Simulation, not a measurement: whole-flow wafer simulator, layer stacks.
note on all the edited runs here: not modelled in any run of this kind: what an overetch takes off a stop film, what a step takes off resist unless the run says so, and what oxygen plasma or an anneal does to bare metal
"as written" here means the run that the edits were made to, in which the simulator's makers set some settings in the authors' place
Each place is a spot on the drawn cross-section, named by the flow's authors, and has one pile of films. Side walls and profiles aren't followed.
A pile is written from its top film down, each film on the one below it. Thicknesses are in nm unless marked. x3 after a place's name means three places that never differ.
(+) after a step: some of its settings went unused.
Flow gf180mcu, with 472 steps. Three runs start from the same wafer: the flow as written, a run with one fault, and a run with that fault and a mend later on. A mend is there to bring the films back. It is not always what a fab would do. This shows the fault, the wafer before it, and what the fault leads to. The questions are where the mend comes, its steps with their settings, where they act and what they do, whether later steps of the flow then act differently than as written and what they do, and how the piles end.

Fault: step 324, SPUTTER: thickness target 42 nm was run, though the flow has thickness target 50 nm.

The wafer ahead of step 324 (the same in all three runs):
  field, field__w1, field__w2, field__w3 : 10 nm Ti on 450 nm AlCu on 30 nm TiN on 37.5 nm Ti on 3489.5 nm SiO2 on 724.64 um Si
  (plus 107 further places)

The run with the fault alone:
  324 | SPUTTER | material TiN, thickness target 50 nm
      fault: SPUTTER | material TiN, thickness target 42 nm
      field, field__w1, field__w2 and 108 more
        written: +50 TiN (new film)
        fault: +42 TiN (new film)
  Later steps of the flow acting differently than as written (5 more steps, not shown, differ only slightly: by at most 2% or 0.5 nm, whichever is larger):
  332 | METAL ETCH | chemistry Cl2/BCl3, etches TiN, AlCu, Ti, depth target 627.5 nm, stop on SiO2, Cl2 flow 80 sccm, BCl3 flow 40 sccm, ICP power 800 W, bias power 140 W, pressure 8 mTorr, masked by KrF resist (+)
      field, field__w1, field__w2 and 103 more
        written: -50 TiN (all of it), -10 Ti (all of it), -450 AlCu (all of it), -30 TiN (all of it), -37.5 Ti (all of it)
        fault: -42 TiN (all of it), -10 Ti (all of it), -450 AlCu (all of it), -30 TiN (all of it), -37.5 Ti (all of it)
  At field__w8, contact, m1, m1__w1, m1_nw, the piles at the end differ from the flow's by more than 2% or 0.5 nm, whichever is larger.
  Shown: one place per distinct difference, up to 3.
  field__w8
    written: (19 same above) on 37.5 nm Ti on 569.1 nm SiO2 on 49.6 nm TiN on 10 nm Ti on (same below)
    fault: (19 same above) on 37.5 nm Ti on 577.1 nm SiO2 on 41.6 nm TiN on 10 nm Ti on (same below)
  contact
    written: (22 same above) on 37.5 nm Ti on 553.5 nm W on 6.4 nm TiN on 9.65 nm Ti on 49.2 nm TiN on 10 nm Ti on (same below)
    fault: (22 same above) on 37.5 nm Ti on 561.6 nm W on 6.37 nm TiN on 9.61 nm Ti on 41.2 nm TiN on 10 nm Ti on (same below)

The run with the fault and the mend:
  The mend stands after step 324.
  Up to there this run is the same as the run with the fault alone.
  324a | SPUTTER | material TiN, thickness target 8 nm (a further turn of the flow's step 324, with different settings)
      field, field__w1, field__w2 and 108 more
        +8 TiN
  Later steps of the flow that are run all act as written at every place that is followed.
  At every place that both follow, the piles at the end match the flow's.
